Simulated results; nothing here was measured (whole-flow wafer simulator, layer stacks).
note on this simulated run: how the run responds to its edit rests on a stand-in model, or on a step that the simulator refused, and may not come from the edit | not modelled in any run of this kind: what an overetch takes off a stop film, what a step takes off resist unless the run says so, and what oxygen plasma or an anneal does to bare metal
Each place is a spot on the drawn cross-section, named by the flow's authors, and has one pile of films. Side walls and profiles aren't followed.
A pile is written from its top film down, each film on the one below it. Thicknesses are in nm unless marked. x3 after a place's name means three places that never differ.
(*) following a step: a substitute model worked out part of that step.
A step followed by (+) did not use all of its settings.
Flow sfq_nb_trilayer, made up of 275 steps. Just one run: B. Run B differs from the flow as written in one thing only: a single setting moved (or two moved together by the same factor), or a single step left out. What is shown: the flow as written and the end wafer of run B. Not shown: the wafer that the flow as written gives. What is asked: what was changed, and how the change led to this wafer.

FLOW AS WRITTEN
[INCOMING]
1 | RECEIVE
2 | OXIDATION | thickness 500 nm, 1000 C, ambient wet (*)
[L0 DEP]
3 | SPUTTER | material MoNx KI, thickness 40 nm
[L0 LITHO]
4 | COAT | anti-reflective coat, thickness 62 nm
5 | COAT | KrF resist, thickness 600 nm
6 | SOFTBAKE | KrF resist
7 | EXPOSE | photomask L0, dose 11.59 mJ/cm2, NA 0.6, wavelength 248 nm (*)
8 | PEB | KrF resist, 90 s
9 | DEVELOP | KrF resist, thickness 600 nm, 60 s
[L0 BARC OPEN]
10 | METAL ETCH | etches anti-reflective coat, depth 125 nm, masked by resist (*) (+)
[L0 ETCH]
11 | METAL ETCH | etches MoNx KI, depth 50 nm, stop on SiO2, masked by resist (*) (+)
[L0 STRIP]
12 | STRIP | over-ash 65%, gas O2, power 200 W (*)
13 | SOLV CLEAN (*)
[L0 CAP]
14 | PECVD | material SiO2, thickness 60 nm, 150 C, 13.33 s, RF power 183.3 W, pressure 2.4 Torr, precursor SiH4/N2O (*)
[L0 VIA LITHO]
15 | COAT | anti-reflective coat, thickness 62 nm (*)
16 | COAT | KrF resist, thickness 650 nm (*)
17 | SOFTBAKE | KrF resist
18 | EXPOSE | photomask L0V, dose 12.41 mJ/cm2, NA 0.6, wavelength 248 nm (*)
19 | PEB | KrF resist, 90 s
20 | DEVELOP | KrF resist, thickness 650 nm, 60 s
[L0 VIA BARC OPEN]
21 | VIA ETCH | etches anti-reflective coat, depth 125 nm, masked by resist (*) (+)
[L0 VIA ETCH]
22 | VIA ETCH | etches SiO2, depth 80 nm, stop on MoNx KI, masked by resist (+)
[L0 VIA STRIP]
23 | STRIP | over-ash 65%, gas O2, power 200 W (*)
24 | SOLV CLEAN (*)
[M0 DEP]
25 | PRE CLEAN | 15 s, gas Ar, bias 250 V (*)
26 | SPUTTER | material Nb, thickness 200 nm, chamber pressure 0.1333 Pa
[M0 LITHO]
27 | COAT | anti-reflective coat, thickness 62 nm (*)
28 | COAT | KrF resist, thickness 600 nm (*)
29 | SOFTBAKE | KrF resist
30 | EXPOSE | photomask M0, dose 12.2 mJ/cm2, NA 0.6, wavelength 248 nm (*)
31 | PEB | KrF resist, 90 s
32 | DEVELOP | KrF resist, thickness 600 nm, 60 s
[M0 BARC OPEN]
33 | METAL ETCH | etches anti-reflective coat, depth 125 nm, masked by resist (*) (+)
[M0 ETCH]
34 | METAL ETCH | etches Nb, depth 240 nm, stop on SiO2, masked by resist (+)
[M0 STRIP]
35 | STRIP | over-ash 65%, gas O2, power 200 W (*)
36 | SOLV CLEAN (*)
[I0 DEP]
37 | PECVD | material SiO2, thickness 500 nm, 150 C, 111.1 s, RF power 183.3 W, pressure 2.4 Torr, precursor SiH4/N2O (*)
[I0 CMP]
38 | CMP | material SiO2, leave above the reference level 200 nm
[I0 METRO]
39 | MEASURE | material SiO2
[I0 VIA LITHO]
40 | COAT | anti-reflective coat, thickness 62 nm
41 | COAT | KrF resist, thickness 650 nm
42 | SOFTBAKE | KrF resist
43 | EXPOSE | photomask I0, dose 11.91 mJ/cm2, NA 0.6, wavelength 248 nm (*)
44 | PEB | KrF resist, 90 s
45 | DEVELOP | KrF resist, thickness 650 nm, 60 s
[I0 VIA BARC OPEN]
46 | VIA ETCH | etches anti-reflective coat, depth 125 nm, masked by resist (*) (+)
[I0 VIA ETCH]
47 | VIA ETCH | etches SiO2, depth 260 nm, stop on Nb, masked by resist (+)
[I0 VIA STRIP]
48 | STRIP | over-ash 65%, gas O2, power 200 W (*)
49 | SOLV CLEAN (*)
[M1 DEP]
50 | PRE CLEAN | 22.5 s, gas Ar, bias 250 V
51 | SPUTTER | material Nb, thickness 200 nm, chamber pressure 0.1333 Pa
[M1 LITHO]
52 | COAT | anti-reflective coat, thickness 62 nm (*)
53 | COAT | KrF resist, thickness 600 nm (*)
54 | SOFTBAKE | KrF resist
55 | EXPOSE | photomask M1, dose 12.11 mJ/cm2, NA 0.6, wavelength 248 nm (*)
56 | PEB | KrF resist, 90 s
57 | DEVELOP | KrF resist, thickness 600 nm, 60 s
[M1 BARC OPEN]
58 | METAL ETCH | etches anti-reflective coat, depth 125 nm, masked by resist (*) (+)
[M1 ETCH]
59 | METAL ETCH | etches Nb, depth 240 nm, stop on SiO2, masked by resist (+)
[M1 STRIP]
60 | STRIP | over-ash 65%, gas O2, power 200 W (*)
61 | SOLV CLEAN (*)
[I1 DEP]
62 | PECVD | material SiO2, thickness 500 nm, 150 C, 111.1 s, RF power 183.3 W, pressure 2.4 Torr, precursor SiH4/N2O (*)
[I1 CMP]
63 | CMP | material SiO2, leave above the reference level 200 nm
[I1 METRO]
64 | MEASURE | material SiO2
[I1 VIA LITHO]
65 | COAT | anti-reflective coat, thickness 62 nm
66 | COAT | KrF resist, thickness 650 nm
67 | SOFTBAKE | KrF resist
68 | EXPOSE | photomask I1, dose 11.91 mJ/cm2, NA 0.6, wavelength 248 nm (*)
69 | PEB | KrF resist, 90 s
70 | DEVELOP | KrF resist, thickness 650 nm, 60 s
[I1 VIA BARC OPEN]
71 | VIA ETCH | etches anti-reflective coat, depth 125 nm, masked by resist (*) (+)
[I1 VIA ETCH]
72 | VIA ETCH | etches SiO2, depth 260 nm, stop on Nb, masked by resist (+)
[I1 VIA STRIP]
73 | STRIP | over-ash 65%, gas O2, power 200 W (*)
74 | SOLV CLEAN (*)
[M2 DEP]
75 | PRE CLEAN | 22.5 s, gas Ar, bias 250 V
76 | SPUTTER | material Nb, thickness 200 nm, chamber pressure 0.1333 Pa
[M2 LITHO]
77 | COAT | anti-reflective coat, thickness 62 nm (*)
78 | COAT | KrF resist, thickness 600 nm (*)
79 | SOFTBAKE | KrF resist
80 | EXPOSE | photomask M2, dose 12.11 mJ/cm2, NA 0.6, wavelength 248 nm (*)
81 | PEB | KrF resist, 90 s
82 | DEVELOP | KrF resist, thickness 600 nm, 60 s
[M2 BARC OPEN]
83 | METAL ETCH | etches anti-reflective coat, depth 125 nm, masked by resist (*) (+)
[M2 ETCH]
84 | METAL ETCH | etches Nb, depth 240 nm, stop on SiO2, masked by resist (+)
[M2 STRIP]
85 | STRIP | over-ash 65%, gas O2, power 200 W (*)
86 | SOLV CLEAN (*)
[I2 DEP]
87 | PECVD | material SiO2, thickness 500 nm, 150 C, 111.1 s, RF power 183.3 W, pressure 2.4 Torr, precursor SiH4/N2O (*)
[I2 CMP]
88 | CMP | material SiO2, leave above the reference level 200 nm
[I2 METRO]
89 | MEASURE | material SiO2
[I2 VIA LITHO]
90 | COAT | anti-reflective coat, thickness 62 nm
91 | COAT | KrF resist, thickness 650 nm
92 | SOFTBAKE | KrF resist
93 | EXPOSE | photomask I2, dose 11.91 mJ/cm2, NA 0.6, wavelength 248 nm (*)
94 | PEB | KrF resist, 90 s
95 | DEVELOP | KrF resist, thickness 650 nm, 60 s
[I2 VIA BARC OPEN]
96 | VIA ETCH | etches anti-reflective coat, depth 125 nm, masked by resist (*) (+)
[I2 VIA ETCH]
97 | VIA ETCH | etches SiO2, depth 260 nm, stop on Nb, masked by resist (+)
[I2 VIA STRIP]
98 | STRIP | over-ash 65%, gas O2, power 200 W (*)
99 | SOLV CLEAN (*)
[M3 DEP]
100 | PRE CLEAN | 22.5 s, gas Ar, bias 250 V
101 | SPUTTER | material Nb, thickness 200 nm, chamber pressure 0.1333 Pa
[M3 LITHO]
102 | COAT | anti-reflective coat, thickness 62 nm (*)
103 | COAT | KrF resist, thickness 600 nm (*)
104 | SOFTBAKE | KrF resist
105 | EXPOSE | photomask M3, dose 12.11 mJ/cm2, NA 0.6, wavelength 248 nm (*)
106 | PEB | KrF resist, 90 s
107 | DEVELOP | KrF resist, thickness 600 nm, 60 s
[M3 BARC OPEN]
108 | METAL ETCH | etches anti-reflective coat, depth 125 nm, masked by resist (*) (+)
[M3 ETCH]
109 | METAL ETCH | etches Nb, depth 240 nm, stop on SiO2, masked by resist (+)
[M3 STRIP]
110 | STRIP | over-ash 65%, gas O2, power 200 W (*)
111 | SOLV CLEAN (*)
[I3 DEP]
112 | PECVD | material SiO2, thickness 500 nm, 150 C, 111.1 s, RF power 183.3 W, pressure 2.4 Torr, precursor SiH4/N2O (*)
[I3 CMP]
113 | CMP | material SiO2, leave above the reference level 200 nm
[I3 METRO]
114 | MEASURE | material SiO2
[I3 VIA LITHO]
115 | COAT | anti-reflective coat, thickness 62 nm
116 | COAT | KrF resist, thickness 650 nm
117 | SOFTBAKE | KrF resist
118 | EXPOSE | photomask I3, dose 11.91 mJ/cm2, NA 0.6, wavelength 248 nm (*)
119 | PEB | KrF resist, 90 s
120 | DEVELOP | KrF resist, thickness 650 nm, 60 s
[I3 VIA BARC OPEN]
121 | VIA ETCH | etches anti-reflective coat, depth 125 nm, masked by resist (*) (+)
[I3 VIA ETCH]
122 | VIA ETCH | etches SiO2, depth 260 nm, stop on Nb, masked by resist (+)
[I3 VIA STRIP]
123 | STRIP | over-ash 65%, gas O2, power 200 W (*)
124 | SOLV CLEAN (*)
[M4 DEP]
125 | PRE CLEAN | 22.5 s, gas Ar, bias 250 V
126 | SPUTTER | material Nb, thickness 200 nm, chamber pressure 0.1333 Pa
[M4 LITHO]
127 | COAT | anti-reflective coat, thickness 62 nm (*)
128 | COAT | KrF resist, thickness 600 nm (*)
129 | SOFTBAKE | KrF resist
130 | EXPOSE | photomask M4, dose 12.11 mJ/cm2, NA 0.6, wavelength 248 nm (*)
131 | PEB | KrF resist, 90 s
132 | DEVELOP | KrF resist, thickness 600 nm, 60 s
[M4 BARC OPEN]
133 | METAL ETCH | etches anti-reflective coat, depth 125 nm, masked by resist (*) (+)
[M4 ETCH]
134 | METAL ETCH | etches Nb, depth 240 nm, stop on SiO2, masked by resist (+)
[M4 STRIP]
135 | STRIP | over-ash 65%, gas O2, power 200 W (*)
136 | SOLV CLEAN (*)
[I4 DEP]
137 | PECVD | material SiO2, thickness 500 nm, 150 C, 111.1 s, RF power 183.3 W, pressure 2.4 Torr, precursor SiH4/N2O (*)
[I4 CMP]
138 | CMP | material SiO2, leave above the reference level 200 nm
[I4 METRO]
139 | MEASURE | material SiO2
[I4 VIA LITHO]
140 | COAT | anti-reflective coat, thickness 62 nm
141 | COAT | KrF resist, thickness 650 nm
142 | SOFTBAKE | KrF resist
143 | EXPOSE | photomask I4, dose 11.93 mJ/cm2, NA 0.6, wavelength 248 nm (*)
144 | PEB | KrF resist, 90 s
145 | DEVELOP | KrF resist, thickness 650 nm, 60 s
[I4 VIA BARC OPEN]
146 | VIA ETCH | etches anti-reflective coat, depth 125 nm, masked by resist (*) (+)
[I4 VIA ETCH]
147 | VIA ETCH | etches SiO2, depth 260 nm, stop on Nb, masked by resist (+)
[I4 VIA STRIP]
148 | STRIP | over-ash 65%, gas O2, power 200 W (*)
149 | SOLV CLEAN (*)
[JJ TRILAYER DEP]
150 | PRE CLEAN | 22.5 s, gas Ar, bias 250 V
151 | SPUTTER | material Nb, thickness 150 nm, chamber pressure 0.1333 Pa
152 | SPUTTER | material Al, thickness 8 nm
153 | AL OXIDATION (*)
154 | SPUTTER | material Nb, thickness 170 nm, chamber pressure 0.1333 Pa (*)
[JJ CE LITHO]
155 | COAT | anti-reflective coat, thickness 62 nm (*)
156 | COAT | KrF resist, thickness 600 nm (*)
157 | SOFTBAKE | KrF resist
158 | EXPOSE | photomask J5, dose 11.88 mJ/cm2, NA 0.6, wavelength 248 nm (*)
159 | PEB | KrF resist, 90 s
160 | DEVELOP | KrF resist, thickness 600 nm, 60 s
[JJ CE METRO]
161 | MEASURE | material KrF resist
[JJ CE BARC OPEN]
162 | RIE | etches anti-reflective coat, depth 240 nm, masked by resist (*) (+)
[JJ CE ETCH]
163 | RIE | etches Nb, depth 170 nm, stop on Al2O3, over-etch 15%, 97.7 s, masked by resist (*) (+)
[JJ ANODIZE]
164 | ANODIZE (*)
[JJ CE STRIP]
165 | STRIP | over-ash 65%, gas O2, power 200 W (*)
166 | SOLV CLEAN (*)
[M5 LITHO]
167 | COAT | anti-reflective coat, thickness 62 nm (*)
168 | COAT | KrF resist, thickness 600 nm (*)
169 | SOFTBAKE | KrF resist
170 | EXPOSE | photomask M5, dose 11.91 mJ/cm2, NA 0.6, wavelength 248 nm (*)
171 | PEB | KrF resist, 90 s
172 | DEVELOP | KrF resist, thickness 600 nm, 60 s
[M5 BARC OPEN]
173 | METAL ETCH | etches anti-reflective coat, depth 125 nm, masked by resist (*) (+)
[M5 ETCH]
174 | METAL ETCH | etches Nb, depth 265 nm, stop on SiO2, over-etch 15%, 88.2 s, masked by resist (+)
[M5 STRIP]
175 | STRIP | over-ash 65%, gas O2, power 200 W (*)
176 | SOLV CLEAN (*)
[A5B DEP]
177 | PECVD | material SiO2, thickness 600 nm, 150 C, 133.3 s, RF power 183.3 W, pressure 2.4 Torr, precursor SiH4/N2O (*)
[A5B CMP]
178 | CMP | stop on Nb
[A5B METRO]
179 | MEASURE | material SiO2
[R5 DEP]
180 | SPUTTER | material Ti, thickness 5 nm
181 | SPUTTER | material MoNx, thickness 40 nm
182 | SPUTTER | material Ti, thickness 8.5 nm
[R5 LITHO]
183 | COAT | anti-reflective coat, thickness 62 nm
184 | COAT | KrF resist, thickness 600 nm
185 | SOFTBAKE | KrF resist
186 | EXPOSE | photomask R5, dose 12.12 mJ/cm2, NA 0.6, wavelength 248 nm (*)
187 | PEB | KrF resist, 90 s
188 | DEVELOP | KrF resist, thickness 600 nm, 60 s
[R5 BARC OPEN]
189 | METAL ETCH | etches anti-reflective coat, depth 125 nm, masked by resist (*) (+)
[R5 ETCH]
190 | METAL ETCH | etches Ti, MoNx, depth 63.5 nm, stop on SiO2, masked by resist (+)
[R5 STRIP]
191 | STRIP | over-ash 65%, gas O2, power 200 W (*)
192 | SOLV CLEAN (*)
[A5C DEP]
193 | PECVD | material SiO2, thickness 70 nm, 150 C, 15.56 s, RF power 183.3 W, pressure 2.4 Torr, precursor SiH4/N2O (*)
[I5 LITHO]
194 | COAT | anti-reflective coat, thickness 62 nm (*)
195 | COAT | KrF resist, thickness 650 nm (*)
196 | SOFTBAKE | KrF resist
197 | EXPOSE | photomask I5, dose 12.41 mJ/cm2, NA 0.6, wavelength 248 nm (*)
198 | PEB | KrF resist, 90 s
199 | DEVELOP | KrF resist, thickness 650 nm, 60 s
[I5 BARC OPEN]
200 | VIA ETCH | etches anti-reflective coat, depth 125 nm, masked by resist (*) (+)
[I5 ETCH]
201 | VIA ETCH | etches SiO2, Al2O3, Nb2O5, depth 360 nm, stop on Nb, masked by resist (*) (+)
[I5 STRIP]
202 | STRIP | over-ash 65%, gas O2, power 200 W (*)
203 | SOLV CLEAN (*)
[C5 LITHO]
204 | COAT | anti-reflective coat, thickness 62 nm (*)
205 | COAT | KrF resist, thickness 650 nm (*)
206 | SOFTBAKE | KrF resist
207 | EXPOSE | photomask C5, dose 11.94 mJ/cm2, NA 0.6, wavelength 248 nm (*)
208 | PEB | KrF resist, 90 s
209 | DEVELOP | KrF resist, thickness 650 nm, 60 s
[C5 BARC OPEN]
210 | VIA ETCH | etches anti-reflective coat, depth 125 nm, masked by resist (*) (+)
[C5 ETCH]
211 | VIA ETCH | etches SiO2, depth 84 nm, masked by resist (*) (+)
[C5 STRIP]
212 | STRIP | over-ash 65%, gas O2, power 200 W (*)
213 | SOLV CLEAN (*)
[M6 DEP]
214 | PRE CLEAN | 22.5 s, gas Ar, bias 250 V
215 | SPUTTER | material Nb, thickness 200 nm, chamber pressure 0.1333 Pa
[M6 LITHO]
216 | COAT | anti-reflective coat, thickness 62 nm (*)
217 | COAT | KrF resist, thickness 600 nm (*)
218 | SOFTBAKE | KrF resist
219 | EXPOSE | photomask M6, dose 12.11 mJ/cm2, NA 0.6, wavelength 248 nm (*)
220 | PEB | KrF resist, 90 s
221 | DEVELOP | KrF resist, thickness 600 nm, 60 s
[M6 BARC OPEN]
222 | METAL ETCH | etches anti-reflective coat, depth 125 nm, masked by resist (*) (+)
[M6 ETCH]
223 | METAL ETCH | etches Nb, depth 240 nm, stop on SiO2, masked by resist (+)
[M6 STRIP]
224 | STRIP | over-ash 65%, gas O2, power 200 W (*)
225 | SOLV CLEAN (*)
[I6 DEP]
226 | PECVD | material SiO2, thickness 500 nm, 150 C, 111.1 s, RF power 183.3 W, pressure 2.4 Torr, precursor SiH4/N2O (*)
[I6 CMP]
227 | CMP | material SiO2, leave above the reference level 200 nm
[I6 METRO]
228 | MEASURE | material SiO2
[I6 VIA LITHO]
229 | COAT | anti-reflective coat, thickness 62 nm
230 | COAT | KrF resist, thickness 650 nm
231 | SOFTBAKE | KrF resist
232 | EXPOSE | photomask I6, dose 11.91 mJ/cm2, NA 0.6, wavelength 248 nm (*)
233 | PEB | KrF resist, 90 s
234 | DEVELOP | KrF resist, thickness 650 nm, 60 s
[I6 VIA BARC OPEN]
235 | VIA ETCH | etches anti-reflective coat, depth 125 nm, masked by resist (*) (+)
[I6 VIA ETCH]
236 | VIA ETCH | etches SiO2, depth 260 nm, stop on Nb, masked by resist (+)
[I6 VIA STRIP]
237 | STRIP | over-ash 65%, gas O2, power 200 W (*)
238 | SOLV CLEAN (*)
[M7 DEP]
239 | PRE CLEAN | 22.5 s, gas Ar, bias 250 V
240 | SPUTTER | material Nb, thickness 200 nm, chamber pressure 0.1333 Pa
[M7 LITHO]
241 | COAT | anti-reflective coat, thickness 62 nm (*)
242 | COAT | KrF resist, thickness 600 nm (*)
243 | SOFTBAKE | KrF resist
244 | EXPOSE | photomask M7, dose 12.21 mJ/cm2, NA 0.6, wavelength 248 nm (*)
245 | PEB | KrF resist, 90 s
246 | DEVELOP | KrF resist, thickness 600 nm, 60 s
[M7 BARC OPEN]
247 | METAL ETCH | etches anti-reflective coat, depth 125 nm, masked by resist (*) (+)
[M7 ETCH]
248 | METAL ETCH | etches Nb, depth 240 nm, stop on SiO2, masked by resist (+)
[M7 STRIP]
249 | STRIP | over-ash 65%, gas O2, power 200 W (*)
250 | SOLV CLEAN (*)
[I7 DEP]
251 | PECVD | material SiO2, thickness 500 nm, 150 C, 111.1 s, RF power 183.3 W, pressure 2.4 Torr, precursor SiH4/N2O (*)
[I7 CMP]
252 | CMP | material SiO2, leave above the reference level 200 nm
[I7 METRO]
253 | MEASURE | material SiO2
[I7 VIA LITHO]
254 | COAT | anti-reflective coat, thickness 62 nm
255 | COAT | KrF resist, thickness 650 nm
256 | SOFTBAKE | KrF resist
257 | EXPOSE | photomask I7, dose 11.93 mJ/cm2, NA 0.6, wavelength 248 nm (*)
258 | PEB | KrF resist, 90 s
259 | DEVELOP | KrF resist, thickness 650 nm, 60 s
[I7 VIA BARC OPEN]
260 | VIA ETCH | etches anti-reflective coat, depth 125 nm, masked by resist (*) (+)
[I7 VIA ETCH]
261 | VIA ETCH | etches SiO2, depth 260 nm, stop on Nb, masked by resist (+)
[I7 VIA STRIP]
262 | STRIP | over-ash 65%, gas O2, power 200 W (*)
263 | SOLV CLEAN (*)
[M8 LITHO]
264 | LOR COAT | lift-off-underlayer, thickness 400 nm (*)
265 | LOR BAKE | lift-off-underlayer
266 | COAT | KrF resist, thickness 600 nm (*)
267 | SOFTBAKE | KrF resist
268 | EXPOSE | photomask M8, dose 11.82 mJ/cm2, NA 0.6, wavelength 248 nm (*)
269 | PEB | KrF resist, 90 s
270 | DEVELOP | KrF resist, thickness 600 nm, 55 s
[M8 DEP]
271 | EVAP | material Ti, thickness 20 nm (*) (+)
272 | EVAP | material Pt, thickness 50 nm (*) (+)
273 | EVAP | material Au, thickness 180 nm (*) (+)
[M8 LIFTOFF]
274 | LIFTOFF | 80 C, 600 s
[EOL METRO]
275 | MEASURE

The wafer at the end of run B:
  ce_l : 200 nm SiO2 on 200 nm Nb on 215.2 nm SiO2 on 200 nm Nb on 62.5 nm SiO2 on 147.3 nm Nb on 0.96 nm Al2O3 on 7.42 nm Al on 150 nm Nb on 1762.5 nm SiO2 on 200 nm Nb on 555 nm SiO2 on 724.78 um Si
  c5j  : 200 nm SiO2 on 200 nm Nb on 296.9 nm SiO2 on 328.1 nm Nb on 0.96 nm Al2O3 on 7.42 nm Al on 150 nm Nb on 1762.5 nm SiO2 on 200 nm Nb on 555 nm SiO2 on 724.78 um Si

What caused this: step 190, METAL ETCH: depth 76.2 nm was run, though the flow has depth 63.5 nm.

How this came from the change, step by step:
  190 | METAL ETCH | etches Ti, MoNx, depth 63.5 nm, stop on SiO2, masked by resist (+)
      be_r, r_sur, res, r_end, r5r_line_l, r5r_line_c, r5r_line_r: -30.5 KrF resist (it would be, as written: -25.4 KrF resist)
      ce_l, c5j, ce_r, wl_jj: -8.5 Ti (all of it), -40 MoNx (all of it), -5 Ti (all of it), -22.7 Nb (it would be, as written: -8.5 Ti (all of it), -40 MoNx (all of it), -5 Ti (all of it), -10 Nb)
  194 | COAT | anti-reflective coat, thickness 62 nm (*)
      wl_j_sl, wl_j_sr: +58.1 anti-reflective coat (new film) (it would be, as written: +60.2 anti-reflective coat (new film))
      jj_sur: +58.6 anti-reflective coat (new film) (it would be, as written: +60.8 anti-reflective coat (new film))
      (and at 5 other places as well)
  202 | STRIP | over-ash 65%, gas O2, power 200 W (*)
      wl_j_sl, wl_j_sr: -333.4 KrF resist (all of it), -58.1 anti-reflective coat (all of it) (it would be, as written: -333.3 KrF resist (all of it), -60.2 anti-reflective coat (all of it))
      jj_sur: -337.5 KrF resist (all of it), -58.6 anti-reflective coat (all of it) (it would be, as written: -337.2 KrF resist (all of it), -60.8 anti-reflective coat (all of it))
      (and at 5 other places as well)
  204 | COAT | anti-reflective coat, thickness 62 nm (*)
      wl_j_sl, wl_j_sr: +58.1 anti-reflective coat (new film) (it would be, as written: +60.2 anti-reflective coat (new film))
      jj_sur: +57.4 anti-reflective coat (new film) (it would be, as written: +59.5 anti-reflective coat (new film))
      (and at 5 other places as well)
  210 | VIA ETCH | etches anti-reflective coat, depth 125 nm, masked by resist (*) (+)
      c5j: -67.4 anti-reflective coat (all of it), -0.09 SiO2 (it would be, as written: -63.9 anti-reflective coat (all of it), -0.11 SiO2)
  212 | STRIP | over-ash 65%, gas O2, power 200 W (*)
      wl_j_sl, wl_j_sr: -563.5 KrF resist (all of it), -58.1 anti-reflective coat (all of it) (it would be, as written: -563.4 KrF resist (all of it), -60.2 anti-reflective coat (all of it))
      jj_sur: -562.2 KrF resist (all of it), -57.4 anti-reflective coat (all of it) (it would be, as written: -562 KrF resist (all of it), -59.5 anti-reflective coat (all of it))
      (and at 4 other places as well)
  216 | COAT | anti-reflective coat, thickness 62 nm (*)
      wl_j_sl, wl_j_sr: +58.1 anti-reflective coat (new film) (it would be, as written: +60.2 anti-reflective coat (new film))
      jj_sur: +53.9 anti-reflective coat (new film) (it would be, as written: +56.1 anti-reflective coat (new film))
      (and at 5 other places as well)
  224 | STRIP | over-ash 65%, gas O2, power 200 W (*)
      wl_j_sl, wl_j_sr: -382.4 KrF resist (all of it), -58.1 anti-reflective coat (all of it) (it would be, as written: -382.5 KrF resist (all of it), -60.2 anti-reflective coat (all of it))
      jj_sur: -378.6 KrF resist (all of it), -53.9 anti-reflective coat (all of it) (it would be, as written: -378.5 KrF resist (all of it), -56.1 anti-reflective coat (all of it))
      (and at 5 other places as well)
  227 | CMP | material SiO2, leave above the reference level 200 nm
      ce_l, ce_r, wl_jj: -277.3 SiO2 (it would be, as written: -290 SiO2)
      c5j: -210.3 SiO2 (it would be, as written: -223 SiO2)
